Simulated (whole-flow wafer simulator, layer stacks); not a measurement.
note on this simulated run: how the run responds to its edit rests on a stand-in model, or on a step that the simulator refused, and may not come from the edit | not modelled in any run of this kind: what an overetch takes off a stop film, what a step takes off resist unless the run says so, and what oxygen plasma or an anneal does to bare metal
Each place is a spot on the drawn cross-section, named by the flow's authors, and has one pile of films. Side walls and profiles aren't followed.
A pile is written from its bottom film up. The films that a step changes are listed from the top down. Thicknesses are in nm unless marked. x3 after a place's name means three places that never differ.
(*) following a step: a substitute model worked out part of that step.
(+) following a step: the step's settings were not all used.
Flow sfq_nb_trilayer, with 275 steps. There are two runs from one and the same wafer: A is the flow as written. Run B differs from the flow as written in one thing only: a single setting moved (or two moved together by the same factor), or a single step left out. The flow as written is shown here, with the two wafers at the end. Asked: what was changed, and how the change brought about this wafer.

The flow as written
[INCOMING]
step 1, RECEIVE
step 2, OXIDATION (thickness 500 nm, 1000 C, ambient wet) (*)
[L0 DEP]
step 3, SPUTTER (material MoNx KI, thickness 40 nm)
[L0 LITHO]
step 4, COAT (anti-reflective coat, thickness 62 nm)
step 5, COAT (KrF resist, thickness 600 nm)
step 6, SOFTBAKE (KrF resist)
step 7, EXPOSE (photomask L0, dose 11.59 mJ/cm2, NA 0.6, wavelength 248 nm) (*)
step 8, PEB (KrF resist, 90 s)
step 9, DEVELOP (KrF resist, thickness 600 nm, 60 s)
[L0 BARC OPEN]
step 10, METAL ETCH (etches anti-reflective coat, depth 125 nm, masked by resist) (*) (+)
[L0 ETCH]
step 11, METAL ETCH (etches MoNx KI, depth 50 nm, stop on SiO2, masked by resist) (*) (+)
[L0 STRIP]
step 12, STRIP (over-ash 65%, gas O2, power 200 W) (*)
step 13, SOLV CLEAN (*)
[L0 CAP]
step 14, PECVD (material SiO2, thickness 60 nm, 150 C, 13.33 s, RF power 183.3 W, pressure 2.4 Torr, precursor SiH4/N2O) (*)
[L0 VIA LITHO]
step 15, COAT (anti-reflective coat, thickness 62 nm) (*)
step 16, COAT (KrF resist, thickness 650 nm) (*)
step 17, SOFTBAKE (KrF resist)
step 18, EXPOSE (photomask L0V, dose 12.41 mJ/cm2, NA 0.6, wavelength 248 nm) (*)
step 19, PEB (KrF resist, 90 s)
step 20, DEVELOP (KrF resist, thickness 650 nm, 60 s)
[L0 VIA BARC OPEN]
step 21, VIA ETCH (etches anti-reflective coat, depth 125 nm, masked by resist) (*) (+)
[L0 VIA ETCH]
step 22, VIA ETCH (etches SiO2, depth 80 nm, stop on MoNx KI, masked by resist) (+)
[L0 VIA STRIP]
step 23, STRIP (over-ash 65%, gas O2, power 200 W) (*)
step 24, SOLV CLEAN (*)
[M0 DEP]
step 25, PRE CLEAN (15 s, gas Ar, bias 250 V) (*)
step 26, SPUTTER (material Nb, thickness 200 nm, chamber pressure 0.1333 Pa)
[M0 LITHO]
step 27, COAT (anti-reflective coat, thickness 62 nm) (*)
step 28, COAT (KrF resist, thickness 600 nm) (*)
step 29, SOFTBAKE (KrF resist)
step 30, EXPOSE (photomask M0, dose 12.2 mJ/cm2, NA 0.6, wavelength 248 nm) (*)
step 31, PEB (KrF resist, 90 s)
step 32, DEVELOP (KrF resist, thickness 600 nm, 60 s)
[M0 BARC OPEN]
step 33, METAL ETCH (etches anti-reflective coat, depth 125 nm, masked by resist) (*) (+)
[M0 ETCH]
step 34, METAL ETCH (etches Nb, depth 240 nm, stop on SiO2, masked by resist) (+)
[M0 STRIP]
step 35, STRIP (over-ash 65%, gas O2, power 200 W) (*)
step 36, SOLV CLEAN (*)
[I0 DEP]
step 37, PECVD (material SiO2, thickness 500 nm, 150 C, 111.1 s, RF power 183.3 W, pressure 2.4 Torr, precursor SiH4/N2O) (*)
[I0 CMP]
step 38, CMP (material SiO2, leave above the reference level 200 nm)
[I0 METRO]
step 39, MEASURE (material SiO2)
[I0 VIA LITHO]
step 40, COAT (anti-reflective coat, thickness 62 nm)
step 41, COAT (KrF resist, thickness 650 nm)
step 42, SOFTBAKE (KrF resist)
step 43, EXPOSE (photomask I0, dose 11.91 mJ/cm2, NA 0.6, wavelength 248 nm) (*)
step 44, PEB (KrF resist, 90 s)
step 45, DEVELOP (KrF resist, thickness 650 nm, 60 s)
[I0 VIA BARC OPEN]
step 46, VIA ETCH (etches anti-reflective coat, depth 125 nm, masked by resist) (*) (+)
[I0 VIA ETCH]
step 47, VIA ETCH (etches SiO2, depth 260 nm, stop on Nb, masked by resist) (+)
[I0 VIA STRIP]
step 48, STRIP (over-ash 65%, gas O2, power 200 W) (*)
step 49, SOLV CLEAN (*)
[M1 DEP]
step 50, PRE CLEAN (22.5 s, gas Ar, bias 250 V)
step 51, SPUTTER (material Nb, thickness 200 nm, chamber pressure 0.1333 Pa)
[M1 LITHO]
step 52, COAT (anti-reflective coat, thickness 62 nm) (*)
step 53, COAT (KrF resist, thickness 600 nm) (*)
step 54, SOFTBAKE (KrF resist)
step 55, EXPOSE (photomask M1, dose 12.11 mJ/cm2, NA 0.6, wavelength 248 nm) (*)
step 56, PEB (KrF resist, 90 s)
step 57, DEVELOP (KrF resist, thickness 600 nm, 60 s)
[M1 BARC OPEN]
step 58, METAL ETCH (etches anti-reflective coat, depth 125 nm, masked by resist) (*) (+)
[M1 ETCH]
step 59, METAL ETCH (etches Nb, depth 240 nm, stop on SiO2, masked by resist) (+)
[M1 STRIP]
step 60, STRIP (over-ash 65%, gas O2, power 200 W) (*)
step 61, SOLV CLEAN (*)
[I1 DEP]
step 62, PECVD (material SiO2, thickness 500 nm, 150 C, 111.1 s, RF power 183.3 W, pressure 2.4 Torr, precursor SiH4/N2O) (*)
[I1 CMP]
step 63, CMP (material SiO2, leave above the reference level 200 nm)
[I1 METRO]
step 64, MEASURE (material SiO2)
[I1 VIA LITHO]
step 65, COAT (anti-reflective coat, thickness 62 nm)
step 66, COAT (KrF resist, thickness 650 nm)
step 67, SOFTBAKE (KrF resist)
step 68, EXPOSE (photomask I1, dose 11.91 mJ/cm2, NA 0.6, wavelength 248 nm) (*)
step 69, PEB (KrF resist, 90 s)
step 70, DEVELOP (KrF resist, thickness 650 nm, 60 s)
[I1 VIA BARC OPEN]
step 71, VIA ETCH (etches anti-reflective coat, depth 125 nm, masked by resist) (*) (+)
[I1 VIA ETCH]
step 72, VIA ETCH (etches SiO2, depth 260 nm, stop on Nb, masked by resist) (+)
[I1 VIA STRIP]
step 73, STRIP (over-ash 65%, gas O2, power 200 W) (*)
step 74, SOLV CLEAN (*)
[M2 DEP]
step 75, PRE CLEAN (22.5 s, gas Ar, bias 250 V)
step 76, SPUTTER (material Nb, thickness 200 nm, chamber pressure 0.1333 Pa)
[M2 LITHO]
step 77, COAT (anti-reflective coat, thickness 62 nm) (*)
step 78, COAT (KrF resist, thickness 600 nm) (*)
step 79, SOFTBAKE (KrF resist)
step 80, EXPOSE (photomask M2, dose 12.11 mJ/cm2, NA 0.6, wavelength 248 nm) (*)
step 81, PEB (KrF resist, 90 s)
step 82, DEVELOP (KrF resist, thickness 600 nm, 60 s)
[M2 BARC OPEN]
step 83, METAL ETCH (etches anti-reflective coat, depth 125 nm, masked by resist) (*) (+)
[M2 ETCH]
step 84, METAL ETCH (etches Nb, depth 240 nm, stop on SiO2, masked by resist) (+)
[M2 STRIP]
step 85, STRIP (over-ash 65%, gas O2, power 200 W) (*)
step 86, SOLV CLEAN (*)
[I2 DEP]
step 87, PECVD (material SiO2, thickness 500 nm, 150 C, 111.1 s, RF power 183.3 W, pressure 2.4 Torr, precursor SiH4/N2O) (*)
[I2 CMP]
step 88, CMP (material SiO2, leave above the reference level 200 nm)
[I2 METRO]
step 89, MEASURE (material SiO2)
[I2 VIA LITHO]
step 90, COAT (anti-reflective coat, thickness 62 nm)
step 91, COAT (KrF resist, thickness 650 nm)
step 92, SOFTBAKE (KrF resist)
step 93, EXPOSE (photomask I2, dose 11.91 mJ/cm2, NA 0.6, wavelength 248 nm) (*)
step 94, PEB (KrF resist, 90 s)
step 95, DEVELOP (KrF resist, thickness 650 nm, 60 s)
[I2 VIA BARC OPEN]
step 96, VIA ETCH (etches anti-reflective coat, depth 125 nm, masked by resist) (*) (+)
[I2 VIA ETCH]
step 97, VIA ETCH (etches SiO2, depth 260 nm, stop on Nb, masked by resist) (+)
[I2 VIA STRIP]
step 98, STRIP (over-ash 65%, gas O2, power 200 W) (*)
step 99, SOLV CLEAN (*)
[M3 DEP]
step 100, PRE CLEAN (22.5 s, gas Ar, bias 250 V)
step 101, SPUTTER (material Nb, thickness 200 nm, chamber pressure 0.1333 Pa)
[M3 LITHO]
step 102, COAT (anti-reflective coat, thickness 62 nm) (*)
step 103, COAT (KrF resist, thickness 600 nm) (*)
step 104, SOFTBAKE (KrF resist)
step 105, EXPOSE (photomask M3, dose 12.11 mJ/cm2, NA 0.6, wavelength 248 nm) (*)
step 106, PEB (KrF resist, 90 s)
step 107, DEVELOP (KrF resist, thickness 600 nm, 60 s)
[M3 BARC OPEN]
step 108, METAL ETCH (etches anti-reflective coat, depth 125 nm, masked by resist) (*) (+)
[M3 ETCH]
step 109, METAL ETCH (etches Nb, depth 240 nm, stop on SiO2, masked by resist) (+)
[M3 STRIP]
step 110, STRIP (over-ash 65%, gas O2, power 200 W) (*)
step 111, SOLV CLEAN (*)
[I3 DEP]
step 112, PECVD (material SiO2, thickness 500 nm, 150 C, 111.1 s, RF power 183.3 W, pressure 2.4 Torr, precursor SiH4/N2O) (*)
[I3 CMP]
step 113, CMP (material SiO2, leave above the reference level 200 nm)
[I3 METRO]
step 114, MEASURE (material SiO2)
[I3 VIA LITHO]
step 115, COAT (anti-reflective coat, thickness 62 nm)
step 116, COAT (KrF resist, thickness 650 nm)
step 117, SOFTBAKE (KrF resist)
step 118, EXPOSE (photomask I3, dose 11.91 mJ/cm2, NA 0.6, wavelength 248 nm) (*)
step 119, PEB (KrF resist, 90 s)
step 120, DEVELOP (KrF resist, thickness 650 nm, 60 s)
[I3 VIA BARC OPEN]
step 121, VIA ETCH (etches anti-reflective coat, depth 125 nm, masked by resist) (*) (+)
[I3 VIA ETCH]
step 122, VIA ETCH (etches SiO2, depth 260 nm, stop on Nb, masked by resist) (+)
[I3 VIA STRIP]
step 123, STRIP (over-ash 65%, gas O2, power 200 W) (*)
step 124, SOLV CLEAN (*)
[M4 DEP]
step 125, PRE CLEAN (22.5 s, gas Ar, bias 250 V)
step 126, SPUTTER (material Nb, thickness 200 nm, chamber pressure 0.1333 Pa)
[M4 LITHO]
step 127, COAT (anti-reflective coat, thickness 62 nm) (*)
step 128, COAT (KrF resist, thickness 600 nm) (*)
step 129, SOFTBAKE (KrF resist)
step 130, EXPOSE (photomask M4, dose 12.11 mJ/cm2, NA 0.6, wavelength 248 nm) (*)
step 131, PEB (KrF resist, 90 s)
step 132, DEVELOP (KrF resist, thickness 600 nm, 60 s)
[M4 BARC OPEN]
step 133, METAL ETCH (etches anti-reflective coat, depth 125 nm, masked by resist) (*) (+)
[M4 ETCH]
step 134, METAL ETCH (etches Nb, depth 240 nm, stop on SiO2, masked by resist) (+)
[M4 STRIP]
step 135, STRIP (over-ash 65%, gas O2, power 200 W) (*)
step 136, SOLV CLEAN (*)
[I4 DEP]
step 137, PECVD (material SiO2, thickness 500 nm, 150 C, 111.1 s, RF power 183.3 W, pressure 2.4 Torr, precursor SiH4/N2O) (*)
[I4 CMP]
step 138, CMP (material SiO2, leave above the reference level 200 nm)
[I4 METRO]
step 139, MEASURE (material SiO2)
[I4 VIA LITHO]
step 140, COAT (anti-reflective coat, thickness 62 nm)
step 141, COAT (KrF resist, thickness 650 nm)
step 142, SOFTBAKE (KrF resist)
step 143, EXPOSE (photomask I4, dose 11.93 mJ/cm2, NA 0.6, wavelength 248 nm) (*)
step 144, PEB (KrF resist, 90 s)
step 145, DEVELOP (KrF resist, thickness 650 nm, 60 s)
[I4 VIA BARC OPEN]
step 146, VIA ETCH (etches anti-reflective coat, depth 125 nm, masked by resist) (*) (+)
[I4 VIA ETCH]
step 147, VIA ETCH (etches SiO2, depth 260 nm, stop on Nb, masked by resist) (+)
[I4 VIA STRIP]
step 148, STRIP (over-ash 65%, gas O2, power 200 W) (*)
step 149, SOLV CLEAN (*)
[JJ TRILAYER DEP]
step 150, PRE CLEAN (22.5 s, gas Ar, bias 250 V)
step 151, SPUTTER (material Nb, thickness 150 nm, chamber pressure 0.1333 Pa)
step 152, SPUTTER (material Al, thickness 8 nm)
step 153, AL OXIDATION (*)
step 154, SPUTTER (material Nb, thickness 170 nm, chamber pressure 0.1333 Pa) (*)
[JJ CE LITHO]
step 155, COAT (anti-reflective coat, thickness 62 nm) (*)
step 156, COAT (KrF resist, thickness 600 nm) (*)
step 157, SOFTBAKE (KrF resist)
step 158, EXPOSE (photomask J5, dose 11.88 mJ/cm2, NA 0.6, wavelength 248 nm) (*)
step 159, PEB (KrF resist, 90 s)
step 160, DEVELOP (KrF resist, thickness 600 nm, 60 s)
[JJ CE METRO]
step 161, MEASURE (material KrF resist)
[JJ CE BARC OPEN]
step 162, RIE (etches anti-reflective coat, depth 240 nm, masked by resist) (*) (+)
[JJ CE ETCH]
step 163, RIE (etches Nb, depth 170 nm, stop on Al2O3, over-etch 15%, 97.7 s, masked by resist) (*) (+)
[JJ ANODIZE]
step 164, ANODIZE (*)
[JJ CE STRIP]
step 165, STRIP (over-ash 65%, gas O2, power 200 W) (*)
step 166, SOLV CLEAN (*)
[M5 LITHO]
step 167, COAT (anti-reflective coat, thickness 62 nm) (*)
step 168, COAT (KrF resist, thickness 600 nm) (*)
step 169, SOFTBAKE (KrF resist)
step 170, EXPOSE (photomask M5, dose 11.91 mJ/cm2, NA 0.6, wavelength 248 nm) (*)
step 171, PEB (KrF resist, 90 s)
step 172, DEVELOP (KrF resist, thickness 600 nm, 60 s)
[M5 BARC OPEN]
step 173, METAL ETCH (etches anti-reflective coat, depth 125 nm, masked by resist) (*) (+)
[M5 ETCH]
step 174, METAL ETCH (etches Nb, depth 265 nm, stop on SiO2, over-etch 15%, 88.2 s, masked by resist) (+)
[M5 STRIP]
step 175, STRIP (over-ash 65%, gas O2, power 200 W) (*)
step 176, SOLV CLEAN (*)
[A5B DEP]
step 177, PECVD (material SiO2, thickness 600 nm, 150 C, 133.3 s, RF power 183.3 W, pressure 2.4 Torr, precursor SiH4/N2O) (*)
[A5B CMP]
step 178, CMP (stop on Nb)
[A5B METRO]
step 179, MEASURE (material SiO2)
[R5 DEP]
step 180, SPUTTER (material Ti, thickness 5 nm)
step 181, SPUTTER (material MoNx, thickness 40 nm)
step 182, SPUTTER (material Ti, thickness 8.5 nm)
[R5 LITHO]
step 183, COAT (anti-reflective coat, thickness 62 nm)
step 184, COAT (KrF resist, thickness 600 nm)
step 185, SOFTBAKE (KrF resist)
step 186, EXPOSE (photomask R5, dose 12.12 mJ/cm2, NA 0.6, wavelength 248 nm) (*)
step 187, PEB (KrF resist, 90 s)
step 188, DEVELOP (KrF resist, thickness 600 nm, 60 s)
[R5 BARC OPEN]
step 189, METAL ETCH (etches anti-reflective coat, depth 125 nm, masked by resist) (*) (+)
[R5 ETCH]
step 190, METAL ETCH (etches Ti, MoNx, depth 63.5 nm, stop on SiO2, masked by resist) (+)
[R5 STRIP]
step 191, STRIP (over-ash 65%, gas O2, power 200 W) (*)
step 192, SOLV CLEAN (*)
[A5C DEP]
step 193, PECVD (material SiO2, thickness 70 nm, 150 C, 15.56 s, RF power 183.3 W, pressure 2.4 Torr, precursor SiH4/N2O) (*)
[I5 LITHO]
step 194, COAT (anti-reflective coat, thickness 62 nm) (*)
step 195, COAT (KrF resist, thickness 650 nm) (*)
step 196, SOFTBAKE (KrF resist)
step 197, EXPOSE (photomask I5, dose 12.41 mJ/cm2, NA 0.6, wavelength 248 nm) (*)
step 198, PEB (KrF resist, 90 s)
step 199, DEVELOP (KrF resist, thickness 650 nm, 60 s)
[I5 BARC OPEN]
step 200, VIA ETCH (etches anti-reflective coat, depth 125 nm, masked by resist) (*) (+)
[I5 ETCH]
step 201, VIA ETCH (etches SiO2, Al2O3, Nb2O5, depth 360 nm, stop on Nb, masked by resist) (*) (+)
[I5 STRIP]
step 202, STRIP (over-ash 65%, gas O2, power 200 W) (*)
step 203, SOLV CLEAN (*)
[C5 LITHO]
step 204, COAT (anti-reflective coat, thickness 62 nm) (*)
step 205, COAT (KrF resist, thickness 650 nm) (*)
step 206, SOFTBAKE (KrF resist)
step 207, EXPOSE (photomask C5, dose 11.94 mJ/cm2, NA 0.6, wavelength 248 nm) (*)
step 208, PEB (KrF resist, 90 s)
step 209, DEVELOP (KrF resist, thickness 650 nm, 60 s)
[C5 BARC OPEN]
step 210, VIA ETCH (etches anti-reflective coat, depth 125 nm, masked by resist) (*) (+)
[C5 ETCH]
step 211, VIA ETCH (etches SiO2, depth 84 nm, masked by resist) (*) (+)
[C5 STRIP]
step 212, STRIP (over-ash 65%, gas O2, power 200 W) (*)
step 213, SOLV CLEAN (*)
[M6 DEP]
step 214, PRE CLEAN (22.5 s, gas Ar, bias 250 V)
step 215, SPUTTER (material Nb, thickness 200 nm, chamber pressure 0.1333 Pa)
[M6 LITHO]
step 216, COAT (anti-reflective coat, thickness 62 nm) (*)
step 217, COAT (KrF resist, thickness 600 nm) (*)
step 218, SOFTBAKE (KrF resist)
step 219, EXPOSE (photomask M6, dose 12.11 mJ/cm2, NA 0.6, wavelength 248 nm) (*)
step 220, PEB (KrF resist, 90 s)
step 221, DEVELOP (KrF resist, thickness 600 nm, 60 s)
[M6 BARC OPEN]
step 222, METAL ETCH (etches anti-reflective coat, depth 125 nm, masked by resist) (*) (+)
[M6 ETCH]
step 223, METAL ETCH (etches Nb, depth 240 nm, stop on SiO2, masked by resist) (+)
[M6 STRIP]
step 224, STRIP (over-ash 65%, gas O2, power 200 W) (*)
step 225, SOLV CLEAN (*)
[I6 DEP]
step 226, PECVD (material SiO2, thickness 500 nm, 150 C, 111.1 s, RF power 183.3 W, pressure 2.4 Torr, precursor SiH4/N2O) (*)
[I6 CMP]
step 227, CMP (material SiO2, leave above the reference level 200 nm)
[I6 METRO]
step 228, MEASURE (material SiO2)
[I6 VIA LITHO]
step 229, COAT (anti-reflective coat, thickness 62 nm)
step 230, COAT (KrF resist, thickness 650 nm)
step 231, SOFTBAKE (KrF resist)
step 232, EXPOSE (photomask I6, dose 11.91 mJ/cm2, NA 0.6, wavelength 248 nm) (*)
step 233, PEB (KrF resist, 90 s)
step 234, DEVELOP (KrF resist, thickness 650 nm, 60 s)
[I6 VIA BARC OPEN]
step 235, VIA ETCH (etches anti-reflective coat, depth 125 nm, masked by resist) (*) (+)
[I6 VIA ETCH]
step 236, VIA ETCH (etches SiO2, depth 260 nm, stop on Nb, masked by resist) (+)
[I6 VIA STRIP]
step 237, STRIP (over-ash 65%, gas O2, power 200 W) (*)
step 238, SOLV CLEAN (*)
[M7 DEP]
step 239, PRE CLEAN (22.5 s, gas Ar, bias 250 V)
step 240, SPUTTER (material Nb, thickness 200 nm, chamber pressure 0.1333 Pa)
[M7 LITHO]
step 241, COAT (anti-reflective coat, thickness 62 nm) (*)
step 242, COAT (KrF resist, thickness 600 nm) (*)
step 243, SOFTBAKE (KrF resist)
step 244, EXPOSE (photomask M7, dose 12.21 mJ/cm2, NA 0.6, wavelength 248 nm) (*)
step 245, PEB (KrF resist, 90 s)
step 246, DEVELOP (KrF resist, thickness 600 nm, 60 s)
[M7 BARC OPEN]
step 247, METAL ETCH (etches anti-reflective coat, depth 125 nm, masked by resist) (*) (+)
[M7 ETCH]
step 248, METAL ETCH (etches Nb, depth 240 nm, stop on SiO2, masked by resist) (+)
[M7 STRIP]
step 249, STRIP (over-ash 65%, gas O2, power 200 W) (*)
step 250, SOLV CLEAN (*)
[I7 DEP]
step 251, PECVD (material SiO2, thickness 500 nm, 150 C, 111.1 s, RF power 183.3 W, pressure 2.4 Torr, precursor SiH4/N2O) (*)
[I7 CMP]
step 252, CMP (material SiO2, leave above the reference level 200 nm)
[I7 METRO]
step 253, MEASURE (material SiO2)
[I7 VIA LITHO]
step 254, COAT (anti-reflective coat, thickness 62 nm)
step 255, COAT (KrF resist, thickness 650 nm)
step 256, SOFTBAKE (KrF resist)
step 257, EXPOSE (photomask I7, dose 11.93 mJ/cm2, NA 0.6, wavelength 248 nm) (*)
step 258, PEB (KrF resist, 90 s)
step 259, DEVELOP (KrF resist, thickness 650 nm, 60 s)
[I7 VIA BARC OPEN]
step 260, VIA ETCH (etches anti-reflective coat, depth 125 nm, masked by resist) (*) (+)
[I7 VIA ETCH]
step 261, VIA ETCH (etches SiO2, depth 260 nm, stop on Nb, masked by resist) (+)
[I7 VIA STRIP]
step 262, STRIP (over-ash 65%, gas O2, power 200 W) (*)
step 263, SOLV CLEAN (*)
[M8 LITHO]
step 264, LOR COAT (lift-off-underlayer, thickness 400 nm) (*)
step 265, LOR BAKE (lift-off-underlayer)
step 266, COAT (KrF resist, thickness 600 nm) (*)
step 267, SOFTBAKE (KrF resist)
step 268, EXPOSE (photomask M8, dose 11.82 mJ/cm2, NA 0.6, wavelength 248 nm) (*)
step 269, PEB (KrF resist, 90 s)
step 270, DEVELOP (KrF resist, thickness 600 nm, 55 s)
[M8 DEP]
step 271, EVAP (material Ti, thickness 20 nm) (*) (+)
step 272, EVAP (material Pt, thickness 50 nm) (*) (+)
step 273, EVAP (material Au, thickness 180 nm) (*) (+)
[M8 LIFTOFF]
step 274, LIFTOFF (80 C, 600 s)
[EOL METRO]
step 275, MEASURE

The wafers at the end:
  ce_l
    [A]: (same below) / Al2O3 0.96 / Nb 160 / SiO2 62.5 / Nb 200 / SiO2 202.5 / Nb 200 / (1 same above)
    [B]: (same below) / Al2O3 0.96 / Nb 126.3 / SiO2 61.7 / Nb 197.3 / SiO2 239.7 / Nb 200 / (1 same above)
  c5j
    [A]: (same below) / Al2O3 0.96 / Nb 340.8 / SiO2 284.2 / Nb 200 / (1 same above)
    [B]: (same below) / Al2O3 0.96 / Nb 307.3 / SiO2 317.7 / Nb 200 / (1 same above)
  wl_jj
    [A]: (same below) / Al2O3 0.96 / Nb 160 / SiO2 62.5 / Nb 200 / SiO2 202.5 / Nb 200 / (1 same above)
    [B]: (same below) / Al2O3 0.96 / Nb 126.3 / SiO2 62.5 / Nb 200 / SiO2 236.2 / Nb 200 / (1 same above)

The reason: step 190, METAL ETCH: depth 97.2 nm was run, though the flow has depth 63.5 nm.

Step by step, how the change led to this:
  step 190, METAL ETCH (etches Ti, MoNx, depth 63.5 nm, stop on SiO2, masked by resist) (+)
      be_r, r_sur, res, r_end, r5r_line_l, r5r_line_c, r5r_line_r: A -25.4 KrF resist | B -38.9 KrF resist
      ce_l, c5j, ce_r, wl_jj: A -8.5 Ti (all of it), -40 MoNx (all of it), -5 Ti (all of it), -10 Nb | B -8.5 Ti (all of it), -40 MoNx (all of it), -5 Ti (all of it), -43.7 Nb
  step 191, STRIP (over-ash 65%, gas O2, power 200 W) (*)
      be_r, r_sur, res, r_end, r5r_line_l, r5r_line_c, r5r_line_r: A -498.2 KrF resist (all of it), -62 anti-reflective coat (all of it) | B -484.7 KrF resist (all of it), -62 anti-reflective coat (all of it)
  step 194, COAT (anti-reflective coat, thickness 62 nm) (*)
      wl_j_sl, wl_j_sr: A +60.2 anti-reflective coat (new film) | B +55.1 anti-reflective coat (new film)
      jj_sur: A +60.8 anti-reflective coat (new film) | B +55.5 anti-reflective coat (new film)
      (and at 5 other places as well)
  step 195, COAT (KrF resist, thickness 650 nm) (*)
      c5j: A +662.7 KrF resist (new film) | B +680.5 KrF resist (new film)
      wl_jj: A +654.8 KrF resist (new film) | B +671.4 KrF resist (new film)
  step 202, STRIP (over-ash 65%, gas O2, power 200 W) (*)
      wl_j_sl, wl_j_sr: A -333.3 KrF resist (all of it), -60.2 anti-reflective coat (all of it) | B -333 KrF resist (all of it), -55.1 anti-reflective coat (all of it)
      jj_sur: A -337.2 KrF resist (all of it), -60.8 anti-reflective coat (all of it) | B -337.4 KrF resist (all of it), -55.5 anti-reflective coat (all of it)
      (and at 5 other places as well)
  step 204, COAT (anti-reflective coat, thickness 62 nm) (*)
      wl_j_sl, wl_j_sr: A +60.2 anti-reflective coat (new film) | B +55.1 anti-reflective coat (new film)
      jj_sur: A +59.5 anti-reflective coat (new film) | B +54.3 anti-reflective coat (new film)
      (and at 5 other places as well)
  step 205, COAT (KrF resist, thickness 650 nm) (*)
      c5j: A +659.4 KrF resist (new film) | B +677.4 KrF resist (new film)
      wl_jj: A +654.8 KrF resist (new film) | B +671.4 KrF resist (new film)
  step 209, DEVELOP (KrF resist, thickness 650 nm, 60 s)
      c5j: A -658.1 KrF resist (all of it) | B -675.9 KrF resist (all of it)
  step 210, VIA ETCH (etches anti-reflective coat, depth 125 nm, masked by resist) (*) (+)
      c5j: A -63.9 anti-reflective coat (all of it), -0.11 SiO2 | B -73.3 anti-reflective coat (all of it)
  step 212, STRIP (over-ash 65%, gas O2, power 200 W) (*)
      wl_j_sl, wl_j_sr: A -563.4 KrF resist (all of it), -60.2 anti-reflective coat (all of it) | B -563.2 KrF resist (all of it), -55.1 anti-reflective coat (all of it)
      jj_sur: A -562 KrF resist (all of it), -59.5 anti-reflective coat (all of it) | B -562.1 KrF resist (all of it), -54.3 anti-reflective coat (all of it)
      (and at 4 other places as well)
  step 216, COAT (anti-reflective coat, thickness 62 nm) (*)
      wl_j_sl, wl_j_sr: A +60.2 anti-reflective coat (new film) | B +55.3 anti-reflective coat (new film)
      jj_sur: A +56.1 anti-reflective coat (new film) | B +51.1 anti-reflective coat (new film)
      (and at 5 other places as well)
  step 217, COAT (KrF resist, thickness 600 nm) (*)
      ce_l: A +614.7 KrF resist (new film) | B +630.6 KrF resist (new film)
      c5j: A +636 KrF resist (new film) | B +654.2 KrF resist (new film)
      (and at 2 other places as well)
  step 224, STRIP (over-ash 65%, gas O2, power 200 W) (*)
      wl_j_sl, wl_j_sr: A -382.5 KrF resist (all of it), -60.2 anti-reflective coat (all of it) | B -382 KrF resist (all of it), -55.3 anti-reflective coat (all of it)
      jj_sur: A -378.5 KrF resist (all of it), -56.1 anti-reflective coat (all of it) | B -377.9 KrF resist (all of it), -51.1 anti-reflective coat (all of it)
      (and at 5 other places as well)
  step 227, CMP (material SiO2, leave above the reference level 200 nm)
      ce_l, ce_r: A -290 SiO2 | B -252.8 SiO2
      c5j: A -223 SiO2 | B -185.8 SiO2
      (and at 1 other place as well)
